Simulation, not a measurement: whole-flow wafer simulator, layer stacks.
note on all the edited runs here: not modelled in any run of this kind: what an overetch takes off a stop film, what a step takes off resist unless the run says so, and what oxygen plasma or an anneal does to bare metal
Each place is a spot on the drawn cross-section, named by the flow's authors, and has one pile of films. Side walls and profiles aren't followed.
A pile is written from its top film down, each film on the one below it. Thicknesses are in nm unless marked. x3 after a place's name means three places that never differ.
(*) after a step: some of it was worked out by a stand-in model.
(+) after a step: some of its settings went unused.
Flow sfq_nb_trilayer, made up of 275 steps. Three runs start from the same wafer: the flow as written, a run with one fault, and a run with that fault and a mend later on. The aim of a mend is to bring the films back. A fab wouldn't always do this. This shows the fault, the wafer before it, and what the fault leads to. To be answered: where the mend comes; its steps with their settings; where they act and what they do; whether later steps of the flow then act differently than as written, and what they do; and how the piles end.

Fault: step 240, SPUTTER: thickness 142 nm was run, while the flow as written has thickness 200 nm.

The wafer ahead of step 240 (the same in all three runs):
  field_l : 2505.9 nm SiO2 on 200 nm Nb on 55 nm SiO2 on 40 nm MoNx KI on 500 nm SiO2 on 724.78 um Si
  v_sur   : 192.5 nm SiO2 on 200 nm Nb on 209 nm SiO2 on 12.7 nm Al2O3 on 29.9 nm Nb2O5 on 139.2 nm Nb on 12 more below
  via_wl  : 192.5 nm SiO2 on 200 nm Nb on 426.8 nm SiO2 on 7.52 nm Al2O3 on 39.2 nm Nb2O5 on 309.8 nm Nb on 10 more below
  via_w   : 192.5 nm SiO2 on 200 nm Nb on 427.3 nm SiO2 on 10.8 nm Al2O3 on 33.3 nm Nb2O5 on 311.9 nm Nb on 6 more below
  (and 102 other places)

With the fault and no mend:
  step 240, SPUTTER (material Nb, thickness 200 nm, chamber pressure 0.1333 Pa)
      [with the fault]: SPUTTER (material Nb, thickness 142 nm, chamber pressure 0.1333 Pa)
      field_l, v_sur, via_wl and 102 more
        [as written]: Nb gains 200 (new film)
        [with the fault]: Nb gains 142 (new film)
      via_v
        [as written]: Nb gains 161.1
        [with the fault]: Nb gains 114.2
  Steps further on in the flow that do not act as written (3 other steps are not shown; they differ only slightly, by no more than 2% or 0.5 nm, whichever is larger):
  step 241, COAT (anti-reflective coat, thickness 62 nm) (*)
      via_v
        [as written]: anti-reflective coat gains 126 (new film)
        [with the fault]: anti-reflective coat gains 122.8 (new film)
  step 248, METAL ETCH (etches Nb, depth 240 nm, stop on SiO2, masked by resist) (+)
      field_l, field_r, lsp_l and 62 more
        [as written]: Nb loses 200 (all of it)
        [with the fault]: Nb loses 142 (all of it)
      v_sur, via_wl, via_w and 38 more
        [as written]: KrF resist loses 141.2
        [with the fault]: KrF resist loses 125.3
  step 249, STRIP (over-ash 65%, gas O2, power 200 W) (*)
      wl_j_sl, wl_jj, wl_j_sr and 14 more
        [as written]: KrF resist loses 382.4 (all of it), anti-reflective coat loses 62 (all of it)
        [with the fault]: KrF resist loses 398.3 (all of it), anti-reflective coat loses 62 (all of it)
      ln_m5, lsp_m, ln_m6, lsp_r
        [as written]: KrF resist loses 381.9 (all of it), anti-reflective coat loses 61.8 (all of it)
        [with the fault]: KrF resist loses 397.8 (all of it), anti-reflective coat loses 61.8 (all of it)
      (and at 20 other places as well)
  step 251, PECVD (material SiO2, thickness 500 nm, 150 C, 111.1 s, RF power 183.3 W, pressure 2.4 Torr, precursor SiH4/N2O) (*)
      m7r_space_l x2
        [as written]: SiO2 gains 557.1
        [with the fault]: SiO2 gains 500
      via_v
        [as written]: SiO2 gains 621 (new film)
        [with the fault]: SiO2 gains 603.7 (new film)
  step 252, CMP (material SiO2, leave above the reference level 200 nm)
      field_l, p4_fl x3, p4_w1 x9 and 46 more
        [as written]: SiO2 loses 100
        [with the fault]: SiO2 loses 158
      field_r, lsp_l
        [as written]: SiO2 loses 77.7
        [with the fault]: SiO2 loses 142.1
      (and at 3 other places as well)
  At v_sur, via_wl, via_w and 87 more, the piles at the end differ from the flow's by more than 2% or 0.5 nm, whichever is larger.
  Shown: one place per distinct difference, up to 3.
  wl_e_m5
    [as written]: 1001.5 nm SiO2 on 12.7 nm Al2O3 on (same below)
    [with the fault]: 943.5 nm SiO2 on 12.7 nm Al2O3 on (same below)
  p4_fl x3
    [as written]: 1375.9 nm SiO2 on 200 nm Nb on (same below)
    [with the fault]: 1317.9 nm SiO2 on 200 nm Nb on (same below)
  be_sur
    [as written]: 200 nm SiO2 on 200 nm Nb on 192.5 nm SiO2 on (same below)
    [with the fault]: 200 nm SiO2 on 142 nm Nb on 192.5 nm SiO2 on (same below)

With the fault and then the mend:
  The mend follows step 240.
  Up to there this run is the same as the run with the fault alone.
  step 240a, SPUTTER (material Nb, thickness 58 nm, chamber pressure 0.1333 Pa) (a further turn of the flow's step 240, with different settings)
      field_l, v_sur, via_wl and 102 more
        Nb gains 58
      via_v
        Nb gains 43.3
  None of the later steps of the flow differs from how it acts as written, at any place that is followed, by more than 2% or 0.5 nm, whichever is larger.
  The piles end only slightly different from the flow's at the places that both follow, by no more than 2% or 0.5 nm, whichever is larger.
